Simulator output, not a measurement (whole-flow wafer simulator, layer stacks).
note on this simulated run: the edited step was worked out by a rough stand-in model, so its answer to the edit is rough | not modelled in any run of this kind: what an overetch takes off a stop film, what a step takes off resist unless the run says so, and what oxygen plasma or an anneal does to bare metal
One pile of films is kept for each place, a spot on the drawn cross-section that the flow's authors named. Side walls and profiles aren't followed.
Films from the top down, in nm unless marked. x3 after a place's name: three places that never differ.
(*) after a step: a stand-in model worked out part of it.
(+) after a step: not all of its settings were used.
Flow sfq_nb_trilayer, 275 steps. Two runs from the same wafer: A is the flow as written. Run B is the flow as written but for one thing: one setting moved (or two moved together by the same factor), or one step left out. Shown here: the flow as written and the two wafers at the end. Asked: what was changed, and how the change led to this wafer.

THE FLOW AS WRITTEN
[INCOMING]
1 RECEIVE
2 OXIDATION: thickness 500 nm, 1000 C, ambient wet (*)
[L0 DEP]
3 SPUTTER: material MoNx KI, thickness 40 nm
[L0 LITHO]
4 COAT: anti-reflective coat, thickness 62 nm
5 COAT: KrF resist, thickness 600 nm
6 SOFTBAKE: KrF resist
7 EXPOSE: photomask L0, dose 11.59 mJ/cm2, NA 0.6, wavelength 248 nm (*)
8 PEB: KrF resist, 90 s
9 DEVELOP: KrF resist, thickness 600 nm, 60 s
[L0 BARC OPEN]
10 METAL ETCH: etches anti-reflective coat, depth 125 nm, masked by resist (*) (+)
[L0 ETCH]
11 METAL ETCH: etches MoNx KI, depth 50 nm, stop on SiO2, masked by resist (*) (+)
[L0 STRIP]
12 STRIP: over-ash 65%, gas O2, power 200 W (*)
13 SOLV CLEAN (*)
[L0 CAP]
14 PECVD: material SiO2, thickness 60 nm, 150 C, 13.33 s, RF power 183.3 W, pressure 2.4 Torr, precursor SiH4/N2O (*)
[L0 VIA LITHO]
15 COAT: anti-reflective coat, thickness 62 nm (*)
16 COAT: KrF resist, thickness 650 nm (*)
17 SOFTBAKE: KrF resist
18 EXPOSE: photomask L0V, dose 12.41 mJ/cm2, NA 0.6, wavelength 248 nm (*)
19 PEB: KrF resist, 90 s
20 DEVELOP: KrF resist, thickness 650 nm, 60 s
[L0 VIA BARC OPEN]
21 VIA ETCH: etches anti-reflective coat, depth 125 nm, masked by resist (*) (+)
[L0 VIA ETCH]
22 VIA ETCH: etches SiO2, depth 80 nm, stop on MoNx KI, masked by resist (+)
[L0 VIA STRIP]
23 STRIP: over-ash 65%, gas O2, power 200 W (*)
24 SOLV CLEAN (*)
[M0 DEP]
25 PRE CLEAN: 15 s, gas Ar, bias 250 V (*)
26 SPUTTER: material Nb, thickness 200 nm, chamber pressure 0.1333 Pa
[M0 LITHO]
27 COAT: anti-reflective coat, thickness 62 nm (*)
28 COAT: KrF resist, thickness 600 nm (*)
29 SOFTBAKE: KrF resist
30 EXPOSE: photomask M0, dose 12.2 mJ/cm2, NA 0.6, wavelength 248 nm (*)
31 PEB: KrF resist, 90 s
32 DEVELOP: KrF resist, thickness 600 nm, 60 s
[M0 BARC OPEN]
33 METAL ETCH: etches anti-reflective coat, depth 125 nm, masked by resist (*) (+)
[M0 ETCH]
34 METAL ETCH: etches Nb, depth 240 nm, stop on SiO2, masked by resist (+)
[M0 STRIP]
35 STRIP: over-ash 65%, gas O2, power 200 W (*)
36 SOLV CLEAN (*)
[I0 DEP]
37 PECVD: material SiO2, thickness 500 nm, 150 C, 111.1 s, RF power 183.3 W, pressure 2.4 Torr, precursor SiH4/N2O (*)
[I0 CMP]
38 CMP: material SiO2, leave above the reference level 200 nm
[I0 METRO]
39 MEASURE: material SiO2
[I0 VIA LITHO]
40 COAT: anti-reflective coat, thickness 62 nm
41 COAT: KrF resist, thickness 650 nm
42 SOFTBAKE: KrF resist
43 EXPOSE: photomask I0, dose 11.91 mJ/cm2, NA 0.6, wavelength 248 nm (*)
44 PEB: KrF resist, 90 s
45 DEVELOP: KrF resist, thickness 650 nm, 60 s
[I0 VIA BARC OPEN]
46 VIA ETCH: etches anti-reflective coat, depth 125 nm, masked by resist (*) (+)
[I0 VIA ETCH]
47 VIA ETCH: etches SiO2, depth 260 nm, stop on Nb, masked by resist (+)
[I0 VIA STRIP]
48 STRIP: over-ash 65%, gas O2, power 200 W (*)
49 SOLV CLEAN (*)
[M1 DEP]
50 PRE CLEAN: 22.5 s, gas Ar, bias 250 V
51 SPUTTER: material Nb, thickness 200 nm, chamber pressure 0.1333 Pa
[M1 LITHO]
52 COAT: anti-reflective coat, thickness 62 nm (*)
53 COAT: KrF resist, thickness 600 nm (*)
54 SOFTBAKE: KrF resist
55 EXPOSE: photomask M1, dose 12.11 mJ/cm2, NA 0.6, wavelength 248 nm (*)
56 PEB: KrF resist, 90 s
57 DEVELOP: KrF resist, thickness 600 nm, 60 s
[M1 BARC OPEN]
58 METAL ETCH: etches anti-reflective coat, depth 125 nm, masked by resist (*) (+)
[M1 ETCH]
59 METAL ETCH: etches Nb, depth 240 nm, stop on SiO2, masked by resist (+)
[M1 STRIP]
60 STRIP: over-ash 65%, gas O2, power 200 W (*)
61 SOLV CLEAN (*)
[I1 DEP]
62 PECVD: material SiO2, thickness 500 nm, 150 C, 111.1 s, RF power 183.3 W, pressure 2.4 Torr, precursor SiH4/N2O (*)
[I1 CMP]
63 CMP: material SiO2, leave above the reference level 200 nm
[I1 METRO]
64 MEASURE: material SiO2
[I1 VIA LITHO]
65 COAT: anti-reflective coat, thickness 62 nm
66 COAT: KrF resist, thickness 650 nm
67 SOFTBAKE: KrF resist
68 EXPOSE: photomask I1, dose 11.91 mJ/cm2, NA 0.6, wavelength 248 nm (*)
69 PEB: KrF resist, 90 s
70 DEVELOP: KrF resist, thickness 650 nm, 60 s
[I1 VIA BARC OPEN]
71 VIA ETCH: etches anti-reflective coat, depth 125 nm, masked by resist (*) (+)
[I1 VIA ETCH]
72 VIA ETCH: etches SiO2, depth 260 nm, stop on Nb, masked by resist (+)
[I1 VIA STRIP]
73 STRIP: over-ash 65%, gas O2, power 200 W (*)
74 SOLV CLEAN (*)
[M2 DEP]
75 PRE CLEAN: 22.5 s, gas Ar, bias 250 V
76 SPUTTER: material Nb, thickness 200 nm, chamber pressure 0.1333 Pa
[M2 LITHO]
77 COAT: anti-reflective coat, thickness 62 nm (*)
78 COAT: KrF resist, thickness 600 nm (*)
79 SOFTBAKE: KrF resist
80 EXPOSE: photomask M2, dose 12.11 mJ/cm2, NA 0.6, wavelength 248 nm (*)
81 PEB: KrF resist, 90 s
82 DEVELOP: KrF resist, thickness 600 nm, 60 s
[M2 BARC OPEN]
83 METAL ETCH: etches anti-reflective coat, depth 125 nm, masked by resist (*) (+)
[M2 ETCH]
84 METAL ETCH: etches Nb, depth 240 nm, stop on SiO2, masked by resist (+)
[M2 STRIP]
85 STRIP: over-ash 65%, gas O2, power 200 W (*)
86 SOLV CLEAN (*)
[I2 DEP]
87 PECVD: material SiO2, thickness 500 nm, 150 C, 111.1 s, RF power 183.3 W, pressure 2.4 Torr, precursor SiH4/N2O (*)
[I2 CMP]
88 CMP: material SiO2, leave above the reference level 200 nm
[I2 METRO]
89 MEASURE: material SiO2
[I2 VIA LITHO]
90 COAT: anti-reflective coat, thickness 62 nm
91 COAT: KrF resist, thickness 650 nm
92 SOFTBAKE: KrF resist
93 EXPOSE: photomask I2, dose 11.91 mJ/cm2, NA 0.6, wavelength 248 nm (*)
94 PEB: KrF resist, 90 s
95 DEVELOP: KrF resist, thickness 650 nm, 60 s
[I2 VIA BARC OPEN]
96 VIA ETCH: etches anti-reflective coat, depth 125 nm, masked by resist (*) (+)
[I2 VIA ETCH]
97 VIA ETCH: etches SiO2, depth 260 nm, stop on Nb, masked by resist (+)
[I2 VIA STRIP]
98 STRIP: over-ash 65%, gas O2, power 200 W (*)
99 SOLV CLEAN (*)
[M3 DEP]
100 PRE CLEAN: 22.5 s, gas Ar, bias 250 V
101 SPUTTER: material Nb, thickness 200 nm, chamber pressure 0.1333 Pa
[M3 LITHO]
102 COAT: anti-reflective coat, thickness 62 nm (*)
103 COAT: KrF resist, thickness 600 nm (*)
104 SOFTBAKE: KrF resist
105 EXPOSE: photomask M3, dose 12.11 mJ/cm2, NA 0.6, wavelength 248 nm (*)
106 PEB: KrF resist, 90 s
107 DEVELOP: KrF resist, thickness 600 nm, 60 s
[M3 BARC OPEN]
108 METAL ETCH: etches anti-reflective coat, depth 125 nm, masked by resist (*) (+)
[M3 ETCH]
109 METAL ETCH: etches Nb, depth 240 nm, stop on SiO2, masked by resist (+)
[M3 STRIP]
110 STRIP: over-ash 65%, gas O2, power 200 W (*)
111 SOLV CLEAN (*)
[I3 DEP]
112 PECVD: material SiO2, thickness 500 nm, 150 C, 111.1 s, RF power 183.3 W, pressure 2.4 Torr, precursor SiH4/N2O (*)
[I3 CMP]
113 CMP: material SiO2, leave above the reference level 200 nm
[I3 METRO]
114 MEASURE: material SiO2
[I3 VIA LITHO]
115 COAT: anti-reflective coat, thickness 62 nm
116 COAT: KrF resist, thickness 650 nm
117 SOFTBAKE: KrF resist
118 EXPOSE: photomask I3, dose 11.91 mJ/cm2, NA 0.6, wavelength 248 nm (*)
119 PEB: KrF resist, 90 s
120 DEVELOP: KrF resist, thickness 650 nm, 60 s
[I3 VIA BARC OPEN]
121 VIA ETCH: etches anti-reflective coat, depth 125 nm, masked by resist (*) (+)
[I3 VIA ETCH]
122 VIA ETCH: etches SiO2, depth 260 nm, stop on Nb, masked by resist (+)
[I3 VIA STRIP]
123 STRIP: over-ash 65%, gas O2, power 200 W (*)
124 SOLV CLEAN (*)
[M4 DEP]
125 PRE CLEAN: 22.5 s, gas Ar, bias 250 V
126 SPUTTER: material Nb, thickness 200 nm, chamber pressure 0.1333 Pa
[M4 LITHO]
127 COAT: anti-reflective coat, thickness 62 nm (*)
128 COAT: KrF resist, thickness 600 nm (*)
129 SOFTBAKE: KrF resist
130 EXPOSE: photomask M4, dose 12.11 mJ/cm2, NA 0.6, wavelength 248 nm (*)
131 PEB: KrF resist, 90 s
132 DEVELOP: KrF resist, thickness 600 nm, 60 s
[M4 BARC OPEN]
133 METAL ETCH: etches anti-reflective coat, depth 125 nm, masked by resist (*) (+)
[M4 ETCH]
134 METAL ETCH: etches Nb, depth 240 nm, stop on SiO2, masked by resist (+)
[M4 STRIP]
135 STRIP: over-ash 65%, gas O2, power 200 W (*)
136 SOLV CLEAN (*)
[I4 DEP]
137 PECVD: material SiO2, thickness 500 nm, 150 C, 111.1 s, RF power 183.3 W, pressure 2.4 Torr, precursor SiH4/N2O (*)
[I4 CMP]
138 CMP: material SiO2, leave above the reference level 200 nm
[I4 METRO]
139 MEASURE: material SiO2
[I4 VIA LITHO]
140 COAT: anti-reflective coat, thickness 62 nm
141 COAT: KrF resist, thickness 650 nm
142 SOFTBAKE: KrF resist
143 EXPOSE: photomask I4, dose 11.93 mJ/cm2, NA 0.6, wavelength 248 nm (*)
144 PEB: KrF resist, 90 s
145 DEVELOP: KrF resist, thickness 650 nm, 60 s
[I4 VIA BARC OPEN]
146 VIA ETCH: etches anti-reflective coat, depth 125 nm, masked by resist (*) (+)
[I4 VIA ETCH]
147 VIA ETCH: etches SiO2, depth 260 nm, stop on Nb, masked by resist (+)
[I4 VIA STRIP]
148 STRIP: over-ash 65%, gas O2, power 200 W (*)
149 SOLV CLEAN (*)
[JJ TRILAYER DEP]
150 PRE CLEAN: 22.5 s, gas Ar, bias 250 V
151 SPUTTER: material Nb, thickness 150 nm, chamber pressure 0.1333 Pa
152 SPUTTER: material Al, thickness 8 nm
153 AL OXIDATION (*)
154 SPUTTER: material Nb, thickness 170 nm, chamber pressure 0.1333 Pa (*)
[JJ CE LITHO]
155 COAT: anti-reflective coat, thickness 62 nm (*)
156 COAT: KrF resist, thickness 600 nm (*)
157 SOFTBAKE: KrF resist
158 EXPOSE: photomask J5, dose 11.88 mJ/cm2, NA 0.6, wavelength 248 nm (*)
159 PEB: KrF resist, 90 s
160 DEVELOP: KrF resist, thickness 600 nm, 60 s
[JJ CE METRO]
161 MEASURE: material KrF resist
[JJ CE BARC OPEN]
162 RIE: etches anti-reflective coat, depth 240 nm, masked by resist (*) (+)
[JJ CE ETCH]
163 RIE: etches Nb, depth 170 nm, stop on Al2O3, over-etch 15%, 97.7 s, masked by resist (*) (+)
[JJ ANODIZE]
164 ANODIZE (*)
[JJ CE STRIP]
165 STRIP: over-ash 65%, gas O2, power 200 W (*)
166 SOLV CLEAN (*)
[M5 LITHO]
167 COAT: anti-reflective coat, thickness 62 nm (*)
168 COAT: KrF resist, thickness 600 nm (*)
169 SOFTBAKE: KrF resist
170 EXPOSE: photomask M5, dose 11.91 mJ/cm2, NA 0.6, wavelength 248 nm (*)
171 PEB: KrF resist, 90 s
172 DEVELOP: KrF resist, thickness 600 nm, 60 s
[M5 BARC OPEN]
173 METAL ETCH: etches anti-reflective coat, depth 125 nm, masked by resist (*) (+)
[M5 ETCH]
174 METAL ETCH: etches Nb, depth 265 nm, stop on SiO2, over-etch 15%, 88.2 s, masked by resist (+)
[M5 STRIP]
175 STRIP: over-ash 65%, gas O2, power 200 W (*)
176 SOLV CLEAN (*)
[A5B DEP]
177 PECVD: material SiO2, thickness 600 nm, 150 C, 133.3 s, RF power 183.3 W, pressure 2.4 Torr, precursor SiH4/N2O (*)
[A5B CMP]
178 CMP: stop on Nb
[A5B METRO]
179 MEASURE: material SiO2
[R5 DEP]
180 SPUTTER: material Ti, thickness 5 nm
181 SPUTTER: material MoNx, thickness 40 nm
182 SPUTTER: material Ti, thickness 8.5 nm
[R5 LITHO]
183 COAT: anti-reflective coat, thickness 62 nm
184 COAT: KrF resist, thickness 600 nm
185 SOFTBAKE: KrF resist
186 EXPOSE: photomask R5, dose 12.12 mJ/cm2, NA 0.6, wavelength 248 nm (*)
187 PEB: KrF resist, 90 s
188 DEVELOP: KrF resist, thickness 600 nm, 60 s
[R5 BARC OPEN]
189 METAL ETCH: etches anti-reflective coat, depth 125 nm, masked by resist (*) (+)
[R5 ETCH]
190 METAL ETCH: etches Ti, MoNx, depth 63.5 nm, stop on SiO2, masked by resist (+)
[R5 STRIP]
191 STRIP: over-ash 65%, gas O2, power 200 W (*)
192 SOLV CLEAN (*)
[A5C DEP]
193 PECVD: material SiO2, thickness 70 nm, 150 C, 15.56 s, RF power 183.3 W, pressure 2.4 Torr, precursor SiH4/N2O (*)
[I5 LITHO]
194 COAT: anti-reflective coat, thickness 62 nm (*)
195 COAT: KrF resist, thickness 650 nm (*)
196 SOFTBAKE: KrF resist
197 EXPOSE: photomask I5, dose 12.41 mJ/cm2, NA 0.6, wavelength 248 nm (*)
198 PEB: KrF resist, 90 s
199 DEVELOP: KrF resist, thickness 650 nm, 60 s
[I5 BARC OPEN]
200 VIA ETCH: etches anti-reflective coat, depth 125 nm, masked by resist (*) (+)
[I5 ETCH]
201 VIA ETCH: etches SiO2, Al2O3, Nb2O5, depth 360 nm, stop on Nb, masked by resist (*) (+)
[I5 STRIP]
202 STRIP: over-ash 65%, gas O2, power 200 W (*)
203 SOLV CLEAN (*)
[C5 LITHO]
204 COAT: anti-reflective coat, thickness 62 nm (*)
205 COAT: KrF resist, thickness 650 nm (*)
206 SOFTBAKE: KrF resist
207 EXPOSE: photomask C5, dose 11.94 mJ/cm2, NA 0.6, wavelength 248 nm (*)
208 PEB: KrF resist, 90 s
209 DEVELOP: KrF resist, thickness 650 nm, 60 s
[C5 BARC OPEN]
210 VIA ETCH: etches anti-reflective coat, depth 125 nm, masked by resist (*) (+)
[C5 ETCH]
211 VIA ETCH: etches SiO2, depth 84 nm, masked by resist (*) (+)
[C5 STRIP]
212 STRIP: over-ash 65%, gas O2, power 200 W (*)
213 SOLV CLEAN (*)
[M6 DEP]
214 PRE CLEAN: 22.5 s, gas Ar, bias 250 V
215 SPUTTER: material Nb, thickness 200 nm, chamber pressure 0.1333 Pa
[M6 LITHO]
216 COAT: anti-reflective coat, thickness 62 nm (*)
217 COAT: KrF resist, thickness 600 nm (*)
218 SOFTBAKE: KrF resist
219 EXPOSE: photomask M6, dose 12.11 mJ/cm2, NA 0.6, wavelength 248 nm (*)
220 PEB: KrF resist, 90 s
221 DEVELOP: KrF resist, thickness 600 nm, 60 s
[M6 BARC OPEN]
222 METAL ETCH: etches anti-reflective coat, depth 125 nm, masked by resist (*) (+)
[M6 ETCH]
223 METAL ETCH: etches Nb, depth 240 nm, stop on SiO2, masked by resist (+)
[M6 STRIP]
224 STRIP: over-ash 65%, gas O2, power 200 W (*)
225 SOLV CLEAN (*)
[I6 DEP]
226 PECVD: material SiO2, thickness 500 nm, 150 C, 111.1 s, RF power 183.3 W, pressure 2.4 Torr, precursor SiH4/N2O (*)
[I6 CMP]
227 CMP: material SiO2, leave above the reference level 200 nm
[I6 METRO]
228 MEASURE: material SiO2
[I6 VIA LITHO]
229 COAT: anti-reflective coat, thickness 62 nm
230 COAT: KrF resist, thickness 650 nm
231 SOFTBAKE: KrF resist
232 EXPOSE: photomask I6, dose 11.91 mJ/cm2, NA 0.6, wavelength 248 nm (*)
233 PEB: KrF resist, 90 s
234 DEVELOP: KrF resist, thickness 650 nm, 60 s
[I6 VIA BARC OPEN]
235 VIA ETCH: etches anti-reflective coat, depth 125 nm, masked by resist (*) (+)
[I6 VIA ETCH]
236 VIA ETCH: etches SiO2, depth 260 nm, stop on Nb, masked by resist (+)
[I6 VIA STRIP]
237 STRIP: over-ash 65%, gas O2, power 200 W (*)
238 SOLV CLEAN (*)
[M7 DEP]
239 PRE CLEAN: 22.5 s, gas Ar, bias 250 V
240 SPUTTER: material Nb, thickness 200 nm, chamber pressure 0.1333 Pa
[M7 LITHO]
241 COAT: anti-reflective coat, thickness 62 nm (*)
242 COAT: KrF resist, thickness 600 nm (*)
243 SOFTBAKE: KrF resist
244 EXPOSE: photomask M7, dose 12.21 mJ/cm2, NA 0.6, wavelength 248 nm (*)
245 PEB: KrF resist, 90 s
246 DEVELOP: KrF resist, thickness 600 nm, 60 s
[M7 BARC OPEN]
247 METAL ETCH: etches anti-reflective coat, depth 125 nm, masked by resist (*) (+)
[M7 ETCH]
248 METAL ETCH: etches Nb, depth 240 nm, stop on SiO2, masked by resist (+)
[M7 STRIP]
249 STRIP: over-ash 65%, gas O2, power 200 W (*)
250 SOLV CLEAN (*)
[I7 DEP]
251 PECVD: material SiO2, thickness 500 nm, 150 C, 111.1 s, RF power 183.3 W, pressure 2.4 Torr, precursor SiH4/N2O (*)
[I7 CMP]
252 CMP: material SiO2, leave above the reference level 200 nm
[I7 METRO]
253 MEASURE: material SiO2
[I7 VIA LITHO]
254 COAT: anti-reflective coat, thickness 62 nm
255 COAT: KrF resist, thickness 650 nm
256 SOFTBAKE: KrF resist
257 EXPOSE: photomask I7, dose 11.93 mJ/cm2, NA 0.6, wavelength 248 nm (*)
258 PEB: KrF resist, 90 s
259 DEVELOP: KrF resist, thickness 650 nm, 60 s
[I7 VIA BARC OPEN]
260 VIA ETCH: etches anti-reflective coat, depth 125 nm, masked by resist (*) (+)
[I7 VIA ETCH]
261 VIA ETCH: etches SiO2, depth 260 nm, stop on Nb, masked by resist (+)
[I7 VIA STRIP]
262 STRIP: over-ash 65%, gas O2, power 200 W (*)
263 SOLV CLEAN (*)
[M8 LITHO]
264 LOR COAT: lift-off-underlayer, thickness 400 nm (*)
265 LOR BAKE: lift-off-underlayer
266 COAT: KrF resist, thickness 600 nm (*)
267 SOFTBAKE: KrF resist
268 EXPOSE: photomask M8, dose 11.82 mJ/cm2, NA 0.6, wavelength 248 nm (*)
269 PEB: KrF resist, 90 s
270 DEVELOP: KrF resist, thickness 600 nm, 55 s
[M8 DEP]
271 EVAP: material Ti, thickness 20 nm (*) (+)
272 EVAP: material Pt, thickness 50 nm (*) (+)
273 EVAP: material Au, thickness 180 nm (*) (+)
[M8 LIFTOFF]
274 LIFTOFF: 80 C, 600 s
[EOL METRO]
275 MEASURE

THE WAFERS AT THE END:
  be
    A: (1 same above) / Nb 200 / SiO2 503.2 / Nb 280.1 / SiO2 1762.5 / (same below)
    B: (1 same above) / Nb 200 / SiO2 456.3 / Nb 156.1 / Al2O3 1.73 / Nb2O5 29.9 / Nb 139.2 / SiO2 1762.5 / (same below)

The cause: step 201, VIA ETCH: depth 225 nm was run, where the flow has depth 360 nm.

How the change led to this, step by step:
  201 VIA ETCH: etches SiO2, Al2O3, Nb2O5, depth 360 nm, stop on Nb, masked by resist (*) (+)
      be: A SiO2 -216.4 (all of it), Al2O3 -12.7 (all of it), Nb2O5 -29.9 (all of it) | B SiO2 -216.4 (all of it), Al2O3 -8.64
      field_l, v_sur, via_wl and 102 more: A KrF resist -240 | B KrF resist -150
  202 STRIP: over-ash 65%, gas O2, power 200 W (*)
      p4_fl, p4_fm, p4_w1 and 44 more: A KrF resist -333.1 (all of it), anti-reflective coat -62 (all of it) | B KrF resist -423.1 (all of it), anti-reflective coat -62 (all of it)
      wl_b_sl, wl_b_m5, wl_b_sr and 13 more: A KrF resist -333 (all of it), anti-reflective coat -62 (all of it) | B KrF resist -423 (all of it), anti-reflective coat -62 (all of it)
      (and at 42 more places)
  204 COAT: anti-reflective coat, thickness 62 nm (*)
      wire: A anti-reflective coat +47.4 (new film) | B anti-reflective coat +48.4 (new film)
      be: A anti-reflective coat +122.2 (new film) | B anti-reflective coat +117.1 (new film)
      (and at 1 more place)
  205 COAT: KrF resist, thickness 650 nm (*)
      be: A KrF resist +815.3 (new film) | B KrF resist +791 (new film)
  212 STRIP: over-ash 65%, gas O2, power 200 W (*)
      wire: A KrF resist -555.8 (all of it), anti-reflective coat -47.4 (all of it) | B KrF resist -557.7 (all of it), anti-reflective coat -48.4 (all of it)
      be: A KrF resist -728.2 (all of it), anti-reflective coat -122.2 (all of it) | B KrF resist -703.9 (all of it), anti-reflective coat -117.1 (all of it)
      (and at 1 more place)
  214 PRE CLEAN: 22.5 s, gas Ar, bias 250 V
      be: A Nb -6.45 | B Al2O3 -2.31
  215 SPUTTER: material Nb, thickness 200 nm, chamber pressure 0.1333 Pa
      be: A Nb +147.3 | B Nb +156.1 (new film)
  216 COAT: anti-reflective coat, thickness 62 nm (*)
      wire: A anti-reflective coat +48.3 (new film) | B anti-reflective coat +49.3 (new film)
      be: A anti-reflective coat +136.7 (new film) | B anti-reflective coat +129.4 (new film)
      (and at 1 more place)
  217 COAT: KrF resist, thickness 600 nm (*)
      be: A KrF resist +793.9 (new film) | B KrF resist +761 (new film)
  224 STRIP: over-ash 65%, gas O2, power 200 W (*)
      wire: A KrF resist -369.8 (all of it), anti-reflective coat -48.3 (all of it) | B KrF resist -372.8 (all of it), anti-reflective coat -49.3 (all of it)
      be: A KrF resist -575.8 (all of it), anti-reflective coat -136.7 (all of it) | B KrF resist -542.9 (all of it), anti-reflective coat -129.4 (all of it)
      (and at 1 more place)
  226 PECVD: material SiO2, thickness 500 nm, 150 C, 111.1 s, RF power 183.3 W, pressure 2.4 Torr, precursor SiH4/N2O (*)
      be: A SiO2 +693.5 (new film) | B SiO2 +646.6 (new film)
Counting metal films that touch as one body, be has 4 bodies (between them, from the top down: SiO2 456.3; Al2O3 1.73 / Nb2O5 29.9; SiO2 1762.5); the flow as written gives 3 bodies (between them, from the top down: SiO2 503.2; SiO2 1762.5).
